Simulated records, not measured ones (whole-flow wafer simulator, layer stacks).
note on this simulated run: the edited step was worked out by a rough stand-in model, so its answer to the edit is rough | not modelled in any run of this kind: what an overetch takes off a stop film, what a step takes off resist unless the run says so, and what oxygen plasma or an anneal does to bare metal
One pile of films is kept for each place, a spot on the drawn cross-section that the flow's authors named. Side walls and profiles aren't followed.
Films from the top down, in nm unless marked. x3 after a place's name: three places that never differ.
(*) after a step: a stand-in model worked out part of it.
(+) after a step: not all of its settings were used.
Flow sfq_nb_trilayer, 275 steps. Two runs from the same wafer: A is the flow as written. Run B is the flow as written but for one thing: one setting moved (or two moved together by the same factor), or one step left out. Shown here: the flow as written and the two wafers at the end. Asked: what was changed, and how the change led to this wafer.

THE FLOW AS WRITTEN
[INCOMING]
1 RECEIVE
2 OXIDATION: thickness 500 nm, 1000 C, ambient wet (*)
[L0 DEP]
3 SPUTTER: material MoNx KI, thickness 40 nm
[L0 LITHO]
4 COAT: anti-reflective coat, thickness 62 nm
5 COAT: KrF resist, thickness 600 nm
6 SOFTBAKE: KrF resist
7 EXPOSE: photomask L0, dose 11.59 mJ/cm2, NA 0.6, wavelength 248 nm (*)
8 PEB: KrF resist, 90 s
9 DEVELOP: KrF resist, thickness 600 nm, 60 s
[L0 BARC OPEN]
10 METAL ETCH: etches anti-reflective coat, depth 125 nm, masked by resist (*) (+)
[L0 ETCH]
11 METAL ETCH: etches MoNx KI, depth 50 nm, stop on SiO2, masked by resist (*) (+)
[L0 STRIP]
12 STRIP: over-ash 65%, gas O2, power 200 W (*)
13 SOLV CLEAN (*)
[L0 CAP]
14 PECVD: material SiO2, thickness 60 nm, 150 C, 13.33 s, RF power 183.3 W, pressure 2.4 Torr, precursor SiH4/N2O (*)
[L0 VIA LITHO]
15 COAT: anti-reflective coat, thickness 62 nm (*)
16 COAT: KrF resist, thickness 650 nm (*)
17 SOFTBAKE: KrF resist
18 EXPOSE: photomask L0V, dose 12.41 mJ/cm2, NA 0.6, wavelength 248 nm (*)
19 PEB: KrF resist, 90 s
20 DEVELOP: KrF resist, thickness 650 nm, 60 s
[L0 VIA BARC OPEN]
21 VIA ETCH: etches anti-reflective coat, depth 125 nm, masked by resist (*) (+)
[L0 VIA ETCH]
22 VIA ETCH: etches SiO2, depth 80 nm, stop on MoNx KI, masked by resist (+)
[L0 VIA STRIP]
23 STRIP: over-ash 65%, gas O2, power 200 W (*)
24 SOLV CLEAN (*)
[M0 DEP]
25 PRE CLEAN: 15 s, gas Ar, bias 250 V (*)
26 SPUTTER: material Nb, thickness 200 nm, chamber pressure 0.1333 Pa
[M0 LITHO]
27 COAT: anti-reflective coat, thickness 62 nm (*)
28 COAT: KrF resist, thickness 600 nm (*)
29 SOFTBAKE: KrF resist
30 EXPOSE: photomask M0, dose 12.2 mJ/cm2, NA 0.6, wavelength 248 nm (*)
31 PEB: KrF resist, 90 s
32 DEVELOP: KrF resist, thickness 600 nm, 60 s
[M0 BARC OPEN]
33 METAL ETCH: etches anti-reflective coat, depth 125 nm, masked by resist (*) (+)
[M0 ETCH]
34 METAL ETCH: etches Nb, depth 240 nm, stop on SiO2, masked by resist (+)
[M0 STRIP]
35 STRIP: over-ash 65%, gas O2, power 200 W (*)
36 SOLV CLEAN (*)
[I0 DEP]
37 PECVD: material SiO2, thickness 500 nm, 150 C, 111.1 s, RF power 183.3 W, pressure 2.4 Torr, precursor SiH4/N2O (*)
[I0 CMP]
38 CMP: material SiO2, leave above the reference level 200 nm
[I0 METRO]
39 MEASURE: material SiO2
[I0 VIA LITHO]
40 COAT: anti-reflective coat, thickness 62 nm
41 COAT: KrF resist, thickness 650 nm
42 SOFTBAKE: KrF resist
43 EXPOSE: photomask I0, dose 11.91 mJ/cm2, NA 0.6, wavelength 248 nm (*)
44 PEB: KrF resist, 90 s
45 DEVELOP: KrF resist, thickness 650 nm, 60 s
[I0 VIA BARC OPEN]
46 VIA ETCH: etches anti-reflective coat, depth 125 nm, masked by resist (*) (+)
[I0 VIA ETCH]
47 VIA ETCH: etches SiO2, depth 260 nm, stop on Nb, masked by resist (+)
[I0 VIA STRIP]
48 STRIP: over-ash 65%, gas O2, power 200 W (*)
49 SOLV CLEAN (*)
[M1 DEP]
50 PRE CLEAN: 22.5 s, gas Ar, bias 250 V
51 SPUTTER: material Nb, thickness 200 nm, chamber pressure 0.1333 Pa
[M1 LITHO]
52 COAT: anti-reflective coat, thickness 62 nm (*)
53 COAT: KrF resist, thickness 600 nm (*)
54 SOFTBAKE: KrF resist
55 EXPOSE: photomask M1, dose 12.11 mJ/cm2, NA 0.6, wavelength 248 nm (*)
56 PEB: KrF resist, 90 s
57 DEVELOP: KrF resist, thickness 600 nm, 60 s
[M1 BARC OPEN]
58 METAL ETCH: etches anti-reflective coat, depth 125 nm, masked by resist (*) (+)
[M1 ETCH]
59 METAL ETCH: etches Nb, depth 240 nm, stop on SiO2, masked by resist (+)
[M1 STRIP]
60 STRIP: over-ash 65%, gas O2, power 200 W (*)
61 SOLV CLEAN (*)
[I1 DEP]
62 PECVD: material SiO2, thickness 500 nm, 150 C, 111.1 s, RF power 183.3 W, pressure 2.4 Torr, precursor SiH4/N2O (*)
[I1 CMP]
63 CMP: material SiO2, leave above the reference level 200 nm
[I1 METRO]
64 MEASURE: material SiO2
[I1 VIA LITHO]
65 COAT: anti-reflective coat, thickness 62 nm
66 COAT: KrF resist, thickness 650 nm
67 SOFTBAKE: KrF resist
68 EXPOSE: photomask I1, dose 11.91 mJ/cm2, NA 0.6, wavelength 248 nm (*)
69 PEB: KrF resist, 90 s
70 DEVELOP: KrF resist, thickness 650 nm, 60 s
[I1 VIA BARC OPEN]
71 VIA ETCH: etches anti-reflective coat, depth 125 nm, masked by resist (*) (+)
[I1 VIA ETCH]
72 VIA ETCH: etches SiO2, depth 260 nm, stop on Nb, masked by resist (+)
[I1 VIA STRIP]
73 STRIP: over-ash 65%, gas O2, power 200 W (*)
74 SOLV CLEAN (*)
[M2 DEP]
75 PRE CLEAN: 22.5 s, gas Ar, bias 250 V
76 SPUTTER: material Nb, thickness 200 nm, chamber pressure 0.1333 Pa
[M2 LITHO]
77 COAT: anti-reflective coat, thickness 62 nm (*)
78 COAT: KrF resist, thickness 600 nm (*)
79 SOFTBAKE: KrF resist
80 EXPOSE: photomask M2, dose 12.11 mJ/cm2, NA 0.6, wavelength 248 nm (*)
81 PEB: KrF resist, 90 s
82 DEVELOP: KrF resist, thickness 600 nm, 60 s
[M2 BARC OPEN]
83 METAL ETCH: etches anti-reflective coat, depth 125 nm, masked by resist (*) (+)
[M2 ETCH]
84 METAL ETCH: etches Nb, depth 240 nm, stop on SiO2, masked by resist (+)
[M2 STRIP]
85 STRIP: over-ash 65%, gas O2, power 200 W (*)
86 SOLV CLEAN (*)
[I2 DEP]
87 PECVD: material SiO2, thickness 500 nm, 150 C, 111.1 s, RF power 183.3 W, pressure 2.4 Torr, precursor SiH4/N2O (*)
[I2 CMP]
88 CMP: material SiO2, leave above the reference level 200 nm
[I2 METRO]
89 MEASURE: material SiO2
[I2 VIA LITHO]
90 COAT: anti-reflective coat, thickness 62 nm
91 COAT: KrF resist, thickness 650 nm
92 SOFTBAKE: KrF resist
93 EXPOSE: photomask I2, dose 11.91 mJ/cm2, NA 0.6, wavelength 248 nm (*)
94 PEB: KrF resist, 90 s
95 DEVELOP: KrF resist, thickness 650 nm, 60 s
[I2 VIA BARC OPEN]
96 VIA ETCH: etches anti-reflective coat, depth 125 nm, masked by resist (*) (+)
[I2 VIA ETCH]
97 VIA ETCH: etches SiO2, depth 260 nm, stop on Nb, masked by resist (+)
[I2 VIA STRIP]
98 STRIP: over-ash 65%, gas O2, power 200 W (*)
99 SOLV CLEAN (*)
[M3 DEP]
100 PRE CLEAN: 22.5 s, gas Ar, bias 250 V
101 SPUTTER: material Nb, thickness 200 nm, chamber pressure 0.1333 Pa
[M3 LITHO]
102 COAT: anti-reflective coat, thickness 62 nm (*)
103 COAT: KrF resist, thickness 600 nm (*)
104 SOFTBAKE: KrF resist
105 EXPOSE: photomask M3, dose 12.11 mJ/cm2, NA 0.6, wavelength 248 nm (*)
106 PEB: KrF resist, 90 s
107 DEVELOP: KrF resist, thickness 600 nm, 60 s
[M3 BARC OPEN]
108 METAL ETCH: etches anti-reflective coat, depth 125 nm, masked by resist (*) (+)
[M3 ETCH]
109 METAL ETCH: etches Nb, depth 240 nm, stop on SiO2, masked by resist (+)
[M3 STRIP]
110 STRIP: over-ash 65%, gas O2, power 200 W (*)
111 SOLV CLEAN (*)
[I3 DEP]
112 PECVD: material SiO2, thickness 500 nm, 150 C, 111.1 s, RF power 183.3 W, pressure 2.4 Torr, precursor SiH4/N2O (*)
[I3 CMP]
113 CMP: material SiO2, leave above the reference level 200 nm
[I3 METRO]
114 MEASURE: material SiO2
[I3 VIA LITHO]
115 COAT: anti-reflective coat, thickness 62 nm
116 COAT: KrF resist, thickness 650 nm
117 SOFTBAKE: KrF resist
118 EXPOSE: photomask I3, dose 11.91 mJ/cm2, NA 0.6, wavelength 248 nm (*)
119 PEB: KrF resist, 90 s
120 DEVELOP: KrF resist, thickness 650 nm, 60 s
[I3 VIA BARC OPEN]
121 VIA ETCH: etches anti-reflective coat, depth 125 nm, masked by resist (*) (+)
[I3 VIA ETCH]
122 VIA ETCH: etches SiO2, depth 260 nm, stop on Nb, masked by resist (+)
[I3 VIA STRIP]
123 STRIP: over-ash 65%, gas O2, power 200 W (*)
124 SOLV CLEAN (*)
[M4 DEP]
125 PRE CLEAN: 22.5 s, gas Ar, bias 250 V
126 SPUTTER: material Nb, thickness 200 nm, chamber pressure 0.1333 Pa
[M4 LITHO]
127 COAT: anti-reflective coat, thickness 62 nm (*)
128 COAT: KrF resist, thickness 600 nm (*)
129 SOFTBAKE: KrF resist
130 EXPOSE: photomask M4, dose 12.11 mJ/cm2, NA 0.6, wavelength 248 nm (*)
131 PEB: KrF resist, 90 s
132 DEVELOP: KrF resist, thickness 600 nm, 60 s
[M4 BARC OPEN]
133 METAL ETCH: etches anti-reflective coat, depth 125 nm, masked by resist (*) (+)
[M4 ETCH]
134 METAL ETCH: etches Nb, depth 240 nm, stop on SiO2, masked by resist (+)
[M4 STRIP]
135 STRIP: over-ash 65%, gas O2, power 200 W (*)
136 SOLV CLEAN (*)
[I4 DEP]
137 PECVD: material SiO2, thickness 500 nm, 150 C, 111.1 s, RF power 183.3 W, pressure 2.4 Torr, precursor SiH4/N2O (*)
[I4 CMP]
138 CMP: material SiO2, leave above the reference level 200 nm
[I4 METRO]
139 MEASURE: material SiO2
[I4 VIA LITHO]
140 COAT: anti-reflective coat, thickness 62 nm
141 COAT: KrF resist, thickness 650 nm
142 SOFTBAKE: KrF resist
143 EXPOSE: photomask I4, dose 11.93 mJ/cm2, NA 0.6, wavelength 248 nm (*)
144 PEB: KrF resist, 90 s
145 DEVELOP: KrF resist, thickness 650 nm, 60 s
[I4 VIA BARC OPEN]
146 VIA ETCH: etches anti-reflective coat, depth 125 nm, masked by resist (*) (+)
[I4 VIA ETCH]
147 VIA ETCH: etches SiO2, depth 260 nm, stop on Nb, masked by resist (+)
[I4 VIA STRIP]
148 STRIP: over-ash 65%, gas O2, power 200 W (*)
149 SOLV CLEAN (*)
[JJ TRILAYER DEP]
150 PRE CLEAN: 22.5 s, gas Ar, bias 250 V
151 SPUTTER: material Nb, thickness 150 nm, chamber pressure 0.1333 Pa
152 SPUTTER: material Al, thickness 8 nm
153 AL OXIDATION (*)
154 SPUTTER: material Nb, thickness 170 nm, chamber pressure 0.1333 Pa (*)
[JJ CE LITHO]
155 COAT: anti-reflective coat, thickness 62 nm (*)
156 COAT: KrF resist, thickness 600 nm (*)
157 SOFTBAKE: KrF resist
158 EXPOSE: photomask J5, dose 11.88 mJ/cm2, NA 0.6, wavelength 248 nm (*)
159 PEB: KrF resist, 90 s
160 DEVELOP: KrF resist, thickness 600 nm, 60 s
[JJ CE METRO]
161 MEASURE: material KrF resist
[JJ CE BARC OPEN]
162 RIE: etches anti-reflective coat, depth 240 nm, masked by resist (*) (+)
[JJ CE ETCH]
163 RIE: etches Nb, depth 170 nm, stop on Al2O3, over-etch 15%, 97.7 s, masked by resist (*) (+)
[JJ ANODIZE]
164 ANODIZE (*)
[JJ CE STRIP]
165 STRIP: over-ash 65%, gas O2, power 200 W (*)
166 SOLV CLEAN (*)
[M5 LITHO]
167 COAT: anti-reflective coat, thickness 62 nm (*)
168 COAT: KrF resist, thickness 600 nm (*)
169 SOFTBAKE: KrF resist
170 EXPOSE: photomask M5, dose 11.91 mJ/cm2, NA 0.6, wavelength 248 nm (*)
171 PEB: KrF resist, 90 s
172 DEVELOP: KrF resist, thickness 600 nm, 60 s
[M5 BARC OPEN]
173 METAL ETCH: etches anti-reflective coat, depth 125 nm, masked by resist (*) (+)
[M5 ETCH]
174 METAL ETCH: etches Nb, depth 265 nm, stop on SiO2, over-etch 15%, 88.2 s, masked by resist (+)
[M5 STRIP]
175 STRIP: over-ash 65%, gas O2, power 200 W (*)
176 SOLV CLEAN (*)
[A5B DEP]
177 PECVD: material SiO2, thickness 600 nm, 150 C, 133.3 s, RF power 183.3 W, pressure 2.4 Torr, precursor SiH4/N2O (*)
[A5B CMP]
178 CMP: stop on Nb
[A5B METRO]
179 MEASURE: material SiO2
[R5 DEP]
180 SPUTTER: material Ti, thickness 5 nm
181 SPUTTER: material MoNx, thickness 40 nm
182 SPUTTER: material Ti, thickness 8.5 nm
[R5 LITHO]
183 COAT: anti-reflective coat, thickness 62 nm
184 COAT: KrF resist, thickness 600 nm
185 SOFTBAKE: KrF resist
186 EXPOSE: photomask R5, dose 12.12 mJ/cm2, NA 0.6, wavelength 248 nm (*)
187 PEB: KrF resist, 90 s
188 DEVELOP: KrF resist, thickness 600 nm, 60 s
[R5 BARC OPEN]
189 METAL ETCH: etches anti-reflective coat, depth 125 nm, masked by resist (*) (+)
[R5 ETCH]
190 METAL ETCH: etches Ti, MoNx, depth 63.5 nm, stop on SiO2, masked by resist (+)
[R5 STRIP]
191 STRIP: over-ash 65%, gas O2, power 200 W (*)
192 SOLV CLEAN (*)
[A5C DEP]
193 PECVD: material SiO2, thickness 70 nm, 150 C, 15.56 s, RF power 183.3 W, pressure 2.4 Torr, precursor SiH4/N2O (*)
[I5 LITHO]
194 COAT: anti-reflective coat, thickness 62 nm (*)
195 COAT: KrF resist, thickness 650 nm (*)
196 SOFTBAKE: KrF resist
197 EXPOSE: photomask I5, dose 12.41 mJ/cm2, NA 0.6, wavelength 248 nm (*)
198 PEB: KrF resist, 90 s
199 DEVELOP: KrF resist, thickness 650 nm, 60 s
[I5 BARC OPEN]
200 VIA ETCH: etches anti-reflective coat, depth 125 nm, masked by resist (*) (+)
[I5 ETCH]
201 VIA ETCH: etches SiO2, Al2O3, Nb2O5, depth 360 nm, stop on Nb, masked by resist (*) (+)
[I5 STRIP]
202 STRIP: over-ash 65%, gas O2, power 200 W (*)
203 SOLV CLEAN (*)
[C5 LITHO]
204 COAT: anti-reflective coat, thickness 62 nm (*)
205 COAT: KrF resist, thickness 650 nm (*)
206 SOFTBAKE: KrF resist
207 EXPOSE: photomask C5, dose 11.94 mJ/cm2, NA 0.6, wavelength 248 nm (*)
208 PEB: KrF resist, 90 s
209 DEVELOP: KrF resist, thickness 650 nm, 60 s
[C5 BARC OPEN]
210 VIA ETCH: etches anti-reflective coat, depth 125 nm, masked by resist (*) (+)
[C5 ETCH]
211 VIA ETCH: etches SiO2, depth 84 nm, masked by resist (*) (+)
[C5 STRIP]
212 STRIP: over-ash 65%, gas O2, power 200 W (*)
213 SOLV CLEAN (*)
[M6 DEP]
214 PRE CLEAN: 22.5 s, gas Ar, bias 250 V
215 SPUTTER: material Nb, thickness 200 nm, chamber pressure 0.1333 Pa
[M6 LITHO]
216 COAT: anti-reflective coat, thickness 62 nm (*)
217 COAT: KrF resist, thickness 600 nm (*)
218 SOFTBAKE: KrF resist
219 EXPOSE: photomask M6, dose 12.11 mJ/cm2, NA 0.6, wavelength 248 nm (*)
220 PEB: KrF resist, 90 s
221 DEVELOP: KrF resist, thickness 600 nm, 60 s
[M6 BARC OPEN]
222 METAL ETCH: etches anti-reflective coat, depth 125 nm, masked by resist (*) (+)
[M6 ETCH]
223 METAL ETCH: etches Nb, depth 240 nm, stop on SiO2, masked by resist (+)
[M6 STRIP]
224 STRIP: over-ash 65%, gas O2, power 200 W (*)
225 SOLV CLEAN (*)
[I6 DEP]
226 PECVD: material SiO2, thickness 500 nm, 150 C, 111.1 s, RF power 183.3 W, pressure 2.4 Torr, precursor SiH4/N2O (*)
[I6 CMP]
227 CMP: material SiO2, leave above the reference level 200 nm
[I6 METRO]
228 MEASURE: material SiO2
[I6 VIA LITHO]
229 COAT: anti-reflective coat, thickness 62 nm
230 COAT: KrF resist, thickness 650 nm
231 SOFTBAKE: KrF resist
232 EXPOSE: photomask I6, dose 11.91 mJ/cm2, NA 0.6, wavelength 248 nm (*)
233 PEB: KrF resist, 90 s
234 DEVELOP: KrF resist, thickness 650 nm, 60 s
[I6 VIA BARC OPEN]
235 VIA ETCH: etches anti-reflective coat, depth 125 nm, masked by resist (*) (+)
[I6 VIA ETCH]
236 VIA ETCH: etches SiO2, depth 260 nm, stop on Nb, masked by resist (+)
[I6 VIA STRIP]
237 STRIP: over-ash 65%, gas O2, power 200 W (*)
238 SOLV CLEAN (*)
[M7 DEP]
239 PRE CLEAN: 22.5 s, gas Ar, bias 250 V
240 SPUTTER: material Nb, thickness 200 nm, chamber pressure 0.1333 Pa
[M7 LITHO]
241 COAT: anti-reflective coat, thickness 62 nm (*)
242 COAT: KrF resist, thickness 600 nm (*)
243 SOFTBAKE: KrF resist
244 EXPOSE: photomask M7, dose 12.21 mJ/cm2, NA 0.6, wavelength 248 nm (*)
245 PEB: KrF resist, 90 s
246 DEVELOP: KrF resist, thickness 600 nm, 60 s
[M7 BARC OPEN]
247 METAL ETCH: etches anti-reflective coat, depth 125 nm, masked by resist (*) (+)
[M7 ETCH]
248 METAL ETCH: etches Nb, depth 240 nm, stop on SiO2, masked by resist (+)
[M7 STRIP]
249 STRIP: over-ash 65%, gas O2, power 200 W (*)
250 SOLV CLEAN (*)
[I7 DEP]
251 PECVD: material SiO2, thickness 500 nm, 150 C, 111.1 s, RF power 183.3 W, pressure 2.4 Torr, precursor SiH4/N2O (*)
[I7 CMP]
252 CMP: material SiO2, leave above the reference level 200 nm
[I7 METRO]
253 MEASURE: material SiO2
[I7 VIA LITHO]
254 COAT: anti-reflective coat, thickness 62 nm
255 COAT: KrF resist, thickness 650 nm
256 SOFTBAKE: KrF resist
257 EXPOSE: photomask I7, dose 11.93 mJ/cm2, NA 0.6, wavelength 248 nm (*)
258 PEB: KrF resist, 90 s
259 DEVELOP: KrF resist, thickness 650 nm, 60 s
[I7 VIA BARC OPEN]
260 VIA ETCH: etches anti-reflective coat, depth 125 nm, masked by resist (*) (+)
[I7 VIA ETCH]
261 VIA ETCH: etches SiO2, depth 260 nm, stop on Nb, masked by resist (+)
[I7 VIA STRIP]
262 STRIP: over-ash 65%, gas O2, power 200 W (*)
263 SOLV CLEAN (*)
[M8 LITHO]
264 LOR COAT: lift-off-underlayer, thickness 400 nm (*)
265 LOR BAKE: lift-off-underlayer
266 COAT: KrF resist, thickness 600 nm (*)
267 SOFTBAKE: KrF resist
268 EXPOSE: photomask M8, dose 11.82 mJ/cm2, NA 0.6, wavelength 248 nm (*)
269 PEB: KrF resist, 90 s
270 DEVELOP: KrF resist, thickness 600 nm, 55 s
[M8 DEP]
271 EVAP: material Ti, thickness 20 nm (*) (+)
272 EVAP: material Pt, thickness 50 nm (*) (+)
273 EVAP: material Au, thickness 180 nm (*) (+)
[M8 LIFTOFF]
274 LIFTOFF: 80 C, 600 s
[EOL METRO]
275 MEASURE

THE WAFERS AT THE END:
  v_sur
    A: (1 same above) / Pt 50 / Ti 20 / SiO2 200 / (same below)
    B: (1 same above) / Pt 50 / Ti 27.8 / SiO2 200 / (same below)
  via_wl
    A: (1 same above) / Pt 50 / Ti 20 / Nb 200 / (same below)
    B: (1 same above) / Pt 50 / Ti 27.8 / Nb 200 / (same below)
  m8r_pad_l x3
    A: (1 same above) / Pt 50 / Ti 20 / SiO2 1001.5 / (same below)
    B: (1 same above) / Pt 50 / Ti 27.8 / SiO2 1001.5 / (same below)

The cause: step 271, EVAP: thickness 27.8 nm was run, where the flow has thickness 20 nm.
It can be read off the wafer: v_sur has Ti 27.8, and step 271 as written asks for 20 nm.

How the change led to this, step by step:
  271 EVAP: material Ti, thickness 20 nm (*) (+)
      field_l, v_sur, via_wl and 103 more: A Ti +20 (new film) | B Ti +27.8 (new film)
  274 LIFTOFF: 80 C, 600 s
      p4_fl x3, p4_w1 x9, p4_g1 x2 and 60 more: A Au -180 (all of it), Pt -50 (all of it), Ti -20 (all of it), KrF resist -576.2 (all of it), lift-off-underlayer -400 (all of it) | B Au -180 (all of it), Pt -50 (all of it), Ti -27.8 (all of it), KrF resist -576.2 (all of it), lift-off-underlayer -400 (all of it)
      c5j, ce_r: A Au -180 (all of it), Pt -50 (all of it), Ti -20 (all of it), KrF resist -573.3 (all of it), lift-off-underlayer -399.3 (all of it) | B Au -180 (all of it), Pt -50 (all of it), Ti -27.8 (all of it), KrF resist -573.3 (all of it), lift-off-underlayer -399.3 (all of it)
      (and at 19 more places)
